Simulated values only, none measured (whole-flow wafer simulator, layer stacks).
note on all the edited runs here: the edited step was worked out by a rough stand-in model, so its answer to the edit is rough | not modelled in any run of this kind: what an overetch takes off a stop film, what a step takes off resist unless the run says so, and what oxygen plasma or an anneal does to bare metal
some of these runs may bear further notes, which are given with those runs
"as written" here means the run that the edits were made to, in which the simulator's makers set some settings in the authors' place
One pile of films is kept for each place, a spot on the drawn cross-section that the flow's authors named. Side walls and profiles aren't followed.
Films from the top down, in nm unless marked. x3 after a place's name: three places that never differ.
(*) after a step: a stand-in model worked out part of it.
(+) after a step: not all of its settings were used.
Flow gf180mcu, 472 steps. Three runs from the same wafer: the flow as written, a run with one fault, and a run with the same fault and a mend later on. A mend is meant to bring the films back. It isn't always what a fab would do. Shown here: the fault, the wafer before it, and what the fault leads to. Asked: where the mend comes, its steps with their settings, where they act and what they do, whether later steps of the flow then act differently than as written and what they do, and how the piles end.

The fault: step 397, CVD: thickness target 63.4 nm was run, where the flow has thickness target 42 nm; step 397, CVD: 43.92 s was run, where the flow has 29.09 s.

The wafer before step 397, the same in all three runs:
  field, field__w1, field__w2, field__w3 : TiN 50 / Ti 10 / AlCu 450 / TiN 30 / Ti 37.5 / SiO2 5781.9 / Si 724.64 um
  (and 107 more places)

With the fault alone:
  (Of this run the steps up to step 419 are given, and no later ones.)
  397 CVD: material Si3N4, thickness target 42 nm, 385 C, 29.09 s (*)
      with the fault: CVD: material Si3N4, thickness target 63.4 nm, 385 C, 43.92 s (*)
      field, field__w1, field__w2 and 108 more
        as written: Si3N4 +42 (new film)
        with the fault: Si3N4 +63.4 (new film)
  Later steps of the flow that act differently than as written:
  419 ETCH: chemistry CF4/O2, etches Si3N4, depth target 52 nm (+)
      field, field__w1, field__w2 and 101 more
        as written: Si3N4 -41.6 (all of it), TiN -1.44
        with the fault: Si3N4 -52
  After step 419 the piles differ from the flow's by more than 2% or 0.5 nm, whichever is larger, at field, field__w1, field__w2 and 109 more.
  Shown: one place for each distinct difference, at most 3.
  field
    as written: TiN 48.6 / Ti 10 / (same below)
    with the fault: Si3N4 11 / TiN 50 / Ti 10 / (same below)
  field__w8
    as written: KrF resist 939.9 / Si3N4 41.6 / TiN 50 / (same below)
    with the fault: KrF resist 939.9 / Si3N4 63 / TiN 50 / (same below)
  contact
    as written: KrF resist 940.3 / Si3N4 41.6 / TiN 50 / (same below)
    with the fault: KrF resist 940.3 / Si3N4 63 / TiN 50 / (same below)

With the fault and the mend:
  The mend comes after step 397.
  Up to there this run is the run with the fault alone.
  397a WET ETCH: chemistry H3PO4, depth target 21.4 nm, 160 C (the flow's step 14 once more, with other settings)
      field, field__w1, field__w2 and 108 more
        Si3N4 -21.4
  No later step of the flow acts differently than as written, at any place that is followed, by more than 2% or 0.5 nm, whichever is larger.
  At the end the piles differ from the flow's only slightly at the places that both follow, by at most 2% or 0.5 nm, whichever is larger.
